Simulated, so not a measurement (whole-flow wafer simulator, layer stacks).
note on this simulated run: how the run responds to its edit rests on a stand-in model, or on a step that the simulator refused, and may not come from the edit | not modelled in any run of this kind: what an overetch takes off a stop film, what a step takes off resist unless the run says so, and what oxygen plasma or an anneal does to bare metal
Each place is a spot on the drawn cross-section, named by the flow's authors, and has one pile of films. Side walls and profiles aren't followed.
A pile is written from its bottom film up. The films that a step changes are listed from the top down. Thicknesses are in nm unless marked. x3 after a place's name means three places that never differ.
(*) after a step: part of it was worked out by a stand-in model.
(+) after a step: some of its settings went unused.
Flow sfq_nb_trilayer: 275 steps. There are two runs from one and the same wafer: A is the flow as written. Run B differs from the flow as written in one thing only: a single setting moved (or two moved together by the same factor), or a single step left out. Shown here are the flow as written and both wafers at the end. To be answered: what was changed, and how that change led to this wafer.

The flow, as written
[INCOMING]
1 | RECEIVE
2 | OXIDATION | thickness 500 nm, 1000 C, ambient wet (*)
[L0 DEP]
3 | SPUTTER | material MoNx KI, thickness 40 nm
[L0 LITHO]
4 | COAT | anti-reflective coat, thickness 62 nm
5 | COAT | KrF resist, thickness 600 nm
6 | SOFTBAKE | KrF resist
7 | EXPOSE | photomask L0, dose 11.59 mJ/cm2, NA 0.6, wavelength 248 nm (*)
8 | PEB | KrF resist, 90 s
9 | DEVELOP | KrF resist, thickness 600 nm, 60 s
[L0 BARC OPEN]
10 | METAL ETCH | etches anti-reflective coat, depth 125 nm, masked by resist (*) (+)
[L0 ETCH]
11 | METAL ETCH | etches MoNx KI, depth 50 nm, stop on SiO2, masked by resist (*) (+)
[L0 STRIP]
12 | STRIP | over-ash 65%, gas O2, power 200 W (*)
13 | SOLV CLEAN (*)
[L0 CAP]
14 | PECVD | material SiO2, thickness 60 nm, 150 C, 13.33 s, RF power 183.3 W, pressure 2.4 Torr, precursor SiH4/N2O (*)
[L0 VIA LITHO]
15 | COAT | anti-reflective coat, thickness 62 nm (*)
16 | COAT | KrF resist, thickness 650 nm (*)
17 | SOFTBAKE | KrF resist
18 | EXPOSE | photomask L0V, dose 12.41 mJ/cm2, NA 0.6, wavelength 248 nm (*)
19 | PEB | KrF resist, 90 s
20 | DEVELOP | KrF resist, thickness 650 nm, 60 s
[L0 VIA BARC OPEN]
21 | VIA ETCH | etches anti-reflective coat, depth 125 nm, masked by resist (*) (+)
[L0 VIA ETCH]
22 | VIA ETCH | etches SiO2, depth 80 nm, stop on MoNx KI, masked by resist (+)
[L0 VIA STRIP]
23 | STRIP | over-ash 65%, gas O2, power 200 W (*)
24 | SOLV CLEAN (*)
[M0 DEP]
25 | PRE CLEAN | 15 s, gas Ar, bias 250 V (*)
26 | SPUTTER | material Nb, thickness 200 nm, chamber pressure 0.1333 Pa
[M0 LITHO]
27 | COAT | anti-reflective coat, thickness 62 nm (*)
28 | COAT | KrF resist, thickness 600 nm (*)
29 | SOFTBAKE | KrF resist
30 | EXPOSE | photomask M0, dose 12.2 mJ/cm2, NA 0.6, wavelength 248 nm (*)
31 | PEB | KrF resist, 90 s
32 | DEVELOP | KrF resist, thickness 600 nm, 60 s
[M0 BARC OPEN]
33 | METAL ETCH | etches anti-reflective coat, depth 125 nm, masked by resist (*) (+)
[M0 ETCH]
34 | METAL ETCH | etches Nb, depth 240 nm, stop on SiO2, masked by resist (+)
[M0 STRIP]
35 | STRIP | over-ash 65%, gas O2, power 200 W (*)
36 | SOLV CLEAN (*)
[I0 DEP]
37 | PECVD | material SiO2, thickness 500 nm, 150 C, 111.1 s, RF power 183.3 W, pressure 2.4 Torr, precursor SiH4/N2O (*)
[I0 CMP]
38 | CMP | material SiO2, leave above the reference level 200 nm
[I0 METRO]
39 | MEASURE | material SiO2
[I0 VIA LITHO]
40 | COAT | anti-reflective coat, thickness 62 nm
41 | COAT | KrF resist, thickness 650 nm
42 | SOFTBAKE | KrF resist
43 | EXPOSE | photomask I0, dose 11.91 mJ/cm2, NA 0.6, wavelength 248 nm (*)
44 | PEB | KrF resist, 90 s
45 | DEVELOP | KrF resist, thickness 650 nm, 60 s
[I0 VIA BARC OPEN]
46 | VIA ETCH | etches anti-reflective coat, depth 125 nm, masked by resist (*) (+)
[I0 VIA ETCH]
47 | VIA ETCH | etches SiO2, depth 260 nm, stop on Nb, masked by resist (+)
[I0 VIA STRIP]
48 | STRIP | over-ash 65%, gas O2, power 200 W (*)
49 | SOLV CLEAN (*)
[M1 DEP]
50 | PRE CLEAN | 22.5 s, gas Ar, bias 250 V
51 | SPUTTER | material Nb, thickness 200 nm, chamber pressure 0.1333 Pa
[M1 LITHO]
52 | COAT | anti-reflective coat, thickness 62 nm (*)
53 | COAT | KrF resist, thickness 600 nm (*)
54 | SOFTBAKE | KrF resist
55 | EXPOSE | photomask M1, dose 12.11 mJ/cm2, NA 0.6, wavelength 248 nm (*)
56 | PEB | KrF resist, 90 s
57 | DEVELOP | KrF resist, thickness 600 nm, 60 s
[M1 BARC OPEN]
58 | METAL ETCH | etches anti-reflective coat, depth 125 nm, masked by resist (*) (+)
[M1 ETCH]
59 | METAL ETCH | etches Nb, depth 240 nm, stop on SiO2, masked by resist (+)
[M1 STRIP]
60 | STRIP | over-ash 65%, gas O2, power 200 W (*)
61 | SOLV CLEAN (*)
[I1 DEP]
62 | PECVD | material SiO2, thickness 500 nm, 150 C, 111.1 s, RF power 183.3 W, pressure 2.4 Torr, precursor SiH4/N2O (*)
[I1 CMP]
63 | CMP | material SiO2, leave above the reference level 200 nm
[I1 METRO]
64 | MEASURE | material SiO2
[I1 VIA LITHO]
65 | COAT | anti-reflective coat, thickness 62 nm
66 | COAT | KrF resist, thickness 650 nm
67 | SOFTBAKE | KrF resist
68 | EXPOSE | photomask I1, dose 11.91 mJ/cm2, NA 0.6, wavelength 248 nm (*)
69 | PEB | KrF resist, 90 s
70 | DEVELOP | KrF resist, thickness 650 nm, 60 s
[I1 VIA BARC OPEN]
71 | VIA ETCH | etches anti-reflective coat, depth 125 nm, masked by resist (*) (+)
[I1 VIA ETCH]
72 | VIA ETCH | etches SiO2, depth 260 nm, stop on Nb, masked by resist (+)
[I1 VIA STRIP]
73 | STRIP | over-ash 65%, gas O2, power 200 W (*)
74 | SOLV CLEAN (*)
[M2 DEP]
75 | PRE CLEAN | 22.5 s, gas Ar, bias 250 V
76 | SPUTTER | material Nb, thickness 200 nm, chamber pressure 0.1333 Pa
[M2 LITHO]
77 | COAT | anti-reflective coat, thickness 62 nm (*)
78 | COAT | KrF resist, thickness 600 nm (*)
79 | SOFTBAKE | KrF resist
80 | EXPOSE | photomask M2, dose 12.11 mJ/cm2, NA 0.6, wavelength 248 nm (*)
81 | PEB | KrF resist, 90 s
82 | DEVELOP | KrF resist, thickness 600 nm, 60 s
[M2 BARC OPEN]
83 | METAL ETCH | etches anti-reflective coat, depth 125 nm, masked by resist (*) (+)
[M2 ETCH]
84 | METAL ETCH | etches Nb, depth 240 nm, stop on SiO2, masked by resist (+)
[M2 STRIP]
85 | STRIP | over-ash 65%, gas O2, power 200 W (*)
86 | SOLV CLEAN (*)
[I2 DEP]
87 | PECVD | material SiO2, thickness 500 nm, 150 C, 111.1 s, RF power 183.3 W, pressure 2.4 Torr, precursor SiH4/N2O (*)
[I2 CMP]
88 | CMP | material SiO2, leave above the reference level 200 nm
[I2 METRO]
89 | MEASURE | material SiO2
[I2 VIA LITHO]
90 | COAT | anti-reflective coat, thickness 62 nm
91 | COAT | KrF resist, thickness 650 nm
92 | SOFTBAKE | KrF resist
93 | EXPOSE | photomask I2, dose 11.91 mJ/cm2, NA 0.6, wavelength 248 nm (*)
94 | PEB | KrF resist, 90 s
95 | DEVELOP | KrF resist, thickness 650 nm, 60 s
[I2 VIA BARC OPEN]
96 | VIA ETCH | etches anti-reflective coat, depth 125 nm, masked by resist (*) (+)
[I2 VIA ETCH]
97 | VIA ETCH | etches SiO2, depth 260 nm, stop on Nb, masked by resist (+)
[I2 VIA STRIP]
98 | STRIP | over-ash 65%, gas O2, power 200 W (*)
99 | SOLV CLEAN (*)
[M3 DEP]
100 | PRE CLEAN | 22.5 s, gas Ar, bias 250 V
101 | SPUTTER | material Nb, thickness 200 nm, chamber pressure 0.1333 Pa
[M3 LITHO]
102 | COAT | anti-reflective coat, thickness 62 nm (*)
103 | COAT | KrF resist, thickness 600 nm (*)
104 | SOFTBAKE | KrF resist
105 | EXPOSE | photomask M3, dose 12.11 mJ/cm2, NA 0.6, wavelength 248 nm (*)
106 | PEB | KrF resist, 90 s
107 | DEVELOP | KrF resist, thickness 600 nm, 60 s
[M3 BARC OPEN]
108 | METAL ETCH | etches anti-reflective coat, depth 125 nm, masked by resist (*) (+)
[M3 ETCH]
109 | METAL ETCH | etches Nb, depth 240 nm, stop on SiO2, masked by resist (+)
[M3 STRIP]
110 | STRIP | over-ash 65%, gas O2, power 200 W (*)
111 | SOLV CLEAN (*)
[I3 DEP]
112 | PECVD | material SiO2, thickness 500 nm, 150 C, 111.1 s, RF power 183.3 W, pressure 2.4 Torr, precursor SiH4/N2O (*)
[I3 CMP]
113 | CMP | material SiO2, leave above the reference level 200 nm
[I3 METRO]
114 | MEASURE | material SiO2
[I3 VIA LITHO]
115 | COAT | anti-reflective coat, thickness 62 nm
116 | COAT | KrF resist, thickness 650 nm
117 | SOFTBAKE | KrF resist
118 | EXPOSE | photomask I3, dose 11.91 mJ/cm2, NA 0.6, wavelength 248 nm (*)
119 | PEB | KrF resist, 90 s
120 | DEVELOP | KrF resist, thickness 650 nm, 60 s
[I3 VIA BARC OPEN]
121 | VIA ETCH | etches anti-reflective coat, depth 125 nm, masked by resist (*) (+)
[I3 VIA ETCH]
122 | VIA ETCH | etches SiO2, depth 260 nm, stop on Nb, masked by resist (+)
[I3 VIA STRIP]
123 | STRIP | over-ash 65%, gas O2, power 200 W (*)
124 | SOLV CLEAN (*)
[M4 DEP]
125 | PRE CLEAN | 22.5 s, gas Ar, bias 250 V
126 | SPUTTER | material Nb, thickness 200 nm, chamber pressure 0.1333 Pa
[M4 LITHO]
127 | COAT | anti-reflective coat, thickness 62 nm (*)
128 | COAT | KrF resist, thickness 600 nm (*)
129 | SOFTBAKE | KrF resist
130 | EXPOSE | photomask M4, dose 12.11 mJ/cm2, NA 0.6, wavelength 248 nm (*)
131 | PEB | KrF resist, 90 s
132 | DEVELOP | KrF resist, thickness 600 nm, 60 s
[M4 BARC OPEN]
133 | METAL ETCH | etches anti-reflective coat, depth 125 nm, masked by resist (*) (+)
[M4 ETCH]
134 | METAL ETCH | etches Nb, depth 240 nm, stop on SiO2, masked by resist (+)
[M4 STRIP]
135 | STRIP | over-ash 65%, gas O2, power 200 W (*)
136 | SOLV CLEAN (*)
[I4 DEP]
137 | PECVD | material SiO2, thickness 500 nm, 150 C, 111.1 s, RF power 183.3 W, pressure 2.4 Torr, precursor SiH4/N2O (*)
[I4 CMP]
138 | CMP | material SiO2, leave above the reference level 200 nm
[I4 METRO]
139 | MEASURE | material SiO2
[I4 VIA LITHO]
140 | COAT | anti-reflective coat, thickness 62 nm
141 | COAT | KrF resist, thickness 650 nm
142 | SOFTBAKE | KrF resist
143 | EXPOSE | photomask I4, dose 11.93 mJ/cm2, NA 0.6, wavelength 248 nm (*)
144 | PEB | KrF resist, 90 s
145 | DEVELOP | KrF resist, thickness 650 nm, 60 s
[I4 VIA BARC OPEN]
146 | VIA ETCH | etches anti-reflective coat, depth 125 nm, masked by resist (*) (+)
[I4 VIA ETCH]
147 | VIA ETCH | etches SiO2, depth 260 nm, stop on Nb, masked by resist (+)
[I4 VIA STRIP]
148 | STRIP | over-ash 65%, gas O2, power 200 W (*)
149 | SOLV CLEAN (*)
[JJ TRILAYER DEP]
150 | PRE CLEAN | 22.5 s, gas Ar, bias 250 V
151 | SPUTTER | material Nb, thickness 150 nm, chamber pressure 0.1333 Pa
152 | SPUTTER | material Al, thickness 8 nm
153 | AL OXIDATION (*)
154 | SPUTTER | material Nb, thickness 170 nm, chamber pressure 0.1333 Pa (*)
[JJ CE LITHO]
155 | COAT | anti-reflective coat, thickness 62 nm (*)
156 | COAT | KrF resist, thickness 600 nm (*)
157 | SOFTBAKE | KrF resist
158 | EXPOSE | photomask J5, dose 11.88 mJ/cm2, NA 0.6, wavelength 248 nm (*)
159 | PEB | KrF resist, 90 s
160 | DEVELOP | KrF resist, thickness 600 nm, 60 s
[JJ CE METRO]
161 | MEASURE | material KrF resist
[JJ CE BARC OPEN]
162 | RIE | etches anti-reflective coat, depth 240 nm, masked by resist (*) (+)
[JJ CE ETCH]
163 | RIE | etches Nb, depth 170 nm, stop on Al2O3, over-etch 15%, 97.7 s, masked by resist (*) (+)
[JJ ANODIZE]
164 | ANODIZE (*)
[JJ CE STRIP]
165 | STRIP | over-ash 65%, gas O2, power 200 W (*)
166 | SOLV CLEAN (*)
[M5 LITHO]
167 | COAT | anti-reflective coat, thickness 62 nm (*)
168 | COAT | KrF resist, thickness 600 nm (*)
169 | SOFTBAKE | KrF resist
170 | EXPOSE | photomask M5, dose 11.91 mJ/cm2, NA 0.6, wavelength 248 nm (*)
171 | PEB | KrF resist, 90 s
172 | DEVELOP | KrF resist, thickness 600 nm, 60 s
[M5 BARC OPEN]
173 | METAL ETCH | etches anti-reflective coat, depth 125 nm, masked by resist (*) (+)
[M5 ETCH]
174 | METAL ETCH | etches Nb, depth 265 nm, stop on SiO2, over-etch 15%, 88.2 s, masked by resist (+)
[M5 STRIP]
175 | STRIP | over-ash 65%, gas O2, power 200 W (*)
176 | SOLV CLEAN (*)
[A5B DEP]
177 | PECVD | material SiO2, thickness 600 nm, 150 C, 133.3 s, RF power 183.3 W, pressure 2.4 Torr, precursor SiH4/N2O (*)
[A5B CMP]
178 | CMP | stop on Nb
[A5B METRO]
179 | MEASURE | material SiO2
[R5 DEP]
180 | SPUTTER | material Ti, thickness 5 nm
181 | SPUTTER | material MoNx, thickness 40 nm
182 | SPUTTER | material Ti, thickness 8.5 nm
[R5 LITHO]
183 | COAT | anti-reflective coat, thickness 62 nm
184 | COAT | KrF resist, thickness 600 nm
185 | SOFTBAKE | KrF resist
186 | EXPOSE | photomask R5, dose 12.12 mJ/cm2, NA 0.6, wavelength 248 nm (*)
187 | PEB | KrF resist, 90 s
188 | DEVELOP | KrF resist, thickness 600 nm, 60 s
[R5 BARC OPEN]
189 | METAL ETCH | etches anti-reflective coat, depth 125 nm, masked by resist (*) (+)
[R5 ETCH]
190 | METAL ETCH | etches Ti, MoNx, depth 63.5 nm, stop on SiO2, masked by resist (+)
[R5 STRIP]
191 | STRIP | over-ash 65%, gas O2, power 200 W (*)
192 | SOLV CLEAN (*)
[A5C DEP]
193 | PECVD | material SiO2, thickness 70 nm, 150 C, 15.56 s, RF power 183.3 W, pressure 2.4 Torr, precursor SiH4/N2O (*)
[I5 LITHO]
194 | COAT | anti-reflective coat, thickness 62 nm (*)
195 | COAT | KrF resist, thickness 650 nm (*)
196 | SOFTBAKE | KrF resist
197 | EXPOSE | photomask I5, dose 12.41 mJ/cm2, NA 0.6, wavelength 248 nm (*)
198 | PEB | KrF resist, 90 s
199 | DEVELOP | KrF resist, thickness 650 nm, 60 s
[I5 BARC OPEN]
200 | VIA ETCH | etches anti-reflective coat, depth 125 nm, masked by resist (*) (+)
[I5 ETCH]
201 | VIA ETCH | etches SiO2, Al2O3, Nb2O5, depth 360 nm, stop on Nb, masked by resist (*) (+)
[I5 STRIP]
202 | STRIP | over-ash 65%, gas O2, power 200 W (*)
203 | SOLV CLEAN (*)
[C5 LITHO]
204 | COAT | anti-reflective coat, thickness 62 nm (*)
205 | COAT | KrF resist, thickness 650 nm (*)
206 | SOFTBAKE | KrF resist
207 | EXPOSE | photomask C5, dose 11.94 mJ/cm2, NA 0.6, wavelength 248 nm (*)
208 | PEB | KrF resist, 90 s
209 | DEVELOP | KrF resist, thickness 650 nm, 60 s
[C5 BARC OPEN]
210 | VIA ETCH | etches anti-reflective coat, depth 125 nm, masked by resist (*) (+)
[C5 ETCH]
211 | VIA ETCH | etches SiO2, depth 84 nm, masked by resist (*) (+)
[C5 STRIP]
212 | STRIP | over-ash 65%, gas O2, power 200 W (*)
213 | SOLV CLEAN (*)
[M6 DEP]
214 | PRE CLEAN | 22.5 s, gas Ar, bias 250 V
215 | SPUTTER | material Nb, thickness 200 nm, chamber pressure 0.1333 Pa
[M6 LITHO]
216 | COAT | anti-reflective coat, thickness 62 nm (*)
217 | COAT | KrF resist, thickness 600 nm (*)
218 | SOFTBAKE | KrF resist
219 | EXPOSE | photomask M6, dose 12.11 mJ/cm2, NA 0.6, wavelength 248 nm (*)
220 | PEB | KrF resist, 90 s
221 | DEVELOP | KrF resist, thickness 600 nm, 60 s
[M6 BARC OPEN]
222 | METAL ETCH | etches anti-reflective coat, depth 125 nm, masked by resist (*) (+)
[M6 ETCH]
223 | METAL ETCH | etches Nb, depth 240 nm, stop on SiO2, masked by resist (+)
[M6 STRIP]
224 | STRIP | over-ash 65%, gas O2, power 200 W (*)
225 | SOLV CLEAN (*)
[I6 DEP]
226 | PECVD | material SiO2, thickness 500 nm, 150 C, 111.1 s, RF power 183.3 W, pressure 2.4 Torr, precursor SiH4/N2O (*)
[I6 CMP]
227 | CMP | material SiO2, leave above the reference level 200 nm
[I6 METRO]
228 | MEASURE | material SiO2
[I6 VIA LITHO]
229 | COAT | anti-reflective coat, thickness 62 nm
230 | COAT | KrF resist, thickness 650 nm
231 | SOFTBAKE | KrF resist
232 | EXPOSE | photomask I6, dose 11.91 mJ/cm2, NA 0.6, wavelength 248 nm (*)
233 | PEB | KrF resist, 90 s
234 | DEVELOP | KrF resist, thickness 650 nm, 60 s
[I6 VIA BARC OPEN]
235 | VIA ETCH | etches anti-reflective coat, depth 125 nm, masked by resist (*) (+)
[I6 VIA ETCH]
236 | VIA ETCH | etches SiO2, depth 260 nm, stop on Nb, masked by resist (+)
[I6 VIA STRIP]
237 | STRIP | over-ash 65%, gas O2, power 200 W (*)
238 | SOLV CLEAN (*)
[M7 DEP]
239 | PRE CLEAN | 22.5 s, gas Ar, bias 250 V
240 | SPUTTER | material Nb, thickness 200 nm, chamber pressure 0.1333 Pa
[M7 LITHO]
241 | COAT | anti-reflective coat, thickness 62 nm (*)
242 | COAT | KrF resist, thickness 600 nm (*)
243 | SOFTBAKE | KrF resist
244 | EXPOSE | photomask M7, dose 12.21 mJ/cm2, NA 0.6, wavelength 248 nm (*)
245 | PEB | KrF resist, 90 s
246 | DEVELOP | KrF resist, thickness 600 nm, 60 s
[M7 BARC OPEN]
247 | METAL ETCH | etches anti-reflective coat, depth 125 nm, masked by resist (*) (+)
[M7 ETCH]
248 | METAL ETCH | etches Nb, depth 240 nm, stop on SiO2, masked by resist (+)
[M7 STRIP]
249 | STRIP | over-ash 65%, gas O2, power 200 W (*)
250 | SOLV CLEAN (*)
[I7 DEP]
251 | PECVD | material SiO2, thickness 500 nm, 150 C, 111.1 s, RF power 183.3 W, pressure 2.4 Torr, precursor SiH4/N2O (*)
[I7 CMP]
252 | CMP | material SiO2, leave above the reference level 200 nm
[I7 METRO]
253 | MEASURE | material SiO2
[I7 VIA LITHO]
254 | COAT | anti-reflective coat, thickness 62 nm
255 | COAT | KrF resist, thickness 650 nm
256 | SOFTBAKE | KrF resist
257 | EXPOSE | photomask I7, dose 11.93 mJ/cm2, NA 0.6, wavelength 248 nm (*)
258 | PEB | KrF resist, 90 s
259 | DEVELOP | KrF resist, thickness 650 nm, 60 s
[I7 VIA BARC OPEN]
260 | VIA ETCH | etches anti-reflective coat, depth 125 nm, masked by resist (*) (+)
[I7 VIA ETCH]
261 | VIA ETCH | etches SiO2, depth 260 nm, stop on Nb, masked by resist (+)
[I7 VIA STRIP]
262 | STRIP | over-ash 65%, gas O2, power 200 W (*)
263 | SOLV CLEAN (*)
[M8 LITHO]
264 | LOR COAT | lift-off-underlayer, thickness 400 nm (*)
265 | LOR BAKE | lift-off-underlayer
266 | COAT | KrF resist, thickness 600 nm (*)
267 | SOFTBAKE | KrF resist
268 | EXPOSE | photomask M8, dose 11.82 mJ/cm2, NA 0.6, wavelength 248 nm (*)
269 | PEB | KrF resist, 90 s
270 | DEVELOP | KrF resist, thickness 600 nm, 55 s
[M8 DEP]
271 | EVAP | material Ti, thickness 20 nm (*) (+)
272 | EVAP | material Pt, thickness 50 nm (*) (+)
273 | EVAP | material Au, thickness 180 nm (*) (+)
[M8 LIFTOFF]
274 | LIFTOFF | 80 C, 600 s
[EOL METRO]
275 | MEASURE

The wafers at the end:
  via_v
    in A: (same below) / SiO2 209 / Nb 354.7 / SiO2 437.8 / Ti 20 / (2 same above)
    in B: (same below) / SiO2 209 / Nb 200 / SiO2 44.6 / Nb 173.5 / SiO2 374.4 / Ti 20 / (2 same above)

Cause: step 236, VIA ETCH: depth 147.7 nm was run, whereas the flow has depth 260 nm.

How this came from the change, step by step:
  236 | VIA ETCH | etches SiO2, depth 260 nm, stop on Nb, masked by resist (+)
      via_v: A SiO2 loses 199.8 (all of it) | B SiO2 loses 147.7
      field_l, v_sur, via_wl and 102 more: A KrF resist loses 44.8 | B KrF resist loses 25.5
  237 | STRIP | over-ash 65%, gas O2, power 200 W (*)
      field_l, v_sur, via_wl and 102 more: A KrF resist loses 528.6 (all of it), anti-reflective coat loses 62 (all of it) | B KrF resist loses 548 (all of it), anti-reflective coat loses 62 (all of it)
  239 | PRE CLEAN | 22.5 s, gas Ar, bias 250 V
      via_v: A Nb loses 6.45 | B SiO2 loses 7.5
  240 | SPUTTER | material Nb, thickness 200 nm, chamber pressure 0.1333 Pa
      via_v: A Nb gains 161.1 | B Nb gains 173.5 (new film)
  241 | COAT | anti-reflective coat, thickness 62 nm (*)
      via_v: A anti-reflective coat gains 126 (new film) | B anti-reflective coat gains 113.2 (new film)
  242 | COAT | KrF resist, thickness 600 nm (*)
      via_v: A KrF resist gains 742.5 (new film) | B KrF resist gains 700.1 (new film)
  249 | STRIP | over-ash 65%, gas O2, power 200 W (*)
      via_v: A KrF resist loses 524.5 (all of it), anti-reflective coat loses 126 (all of it) | B KrF resist loses 482.2 (all of it), anti-reflective coat loses 113.2 (all of it)
  251 | PECVD | material SiO2, thickness 500 nm, 150 C, 111.1 s, RF power 183.3 W, pressure 2.4 Torr, precursor SiH4/N2O (*)
      via_v: A SiO2 gains 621 (new film) | B SiO2 gains 531.4 (new film)
  252 | CMP | material SiO2, leave above the reference level 200 nm
      via_v: A SiO2 loses 183.1 | B SiO2 loses 157.1
If metal films that touch count as one body, via_v has 7 bodies (between them, from the top down: SiO2 374.4; SiO2 44.6; SiO2 209 / Al2O3 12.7 / Nb2O5 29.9; SiO2 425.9; SiO2 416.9; SiO2 192.5); the flow as written gives 6 bodies (between them, from the top down: SiO2 437.8; SiO2 209 / Al2O3 12.7 / Nb2O5 29.9; SiO2 425.9; SiO2 416.9; SiO2 192.5).
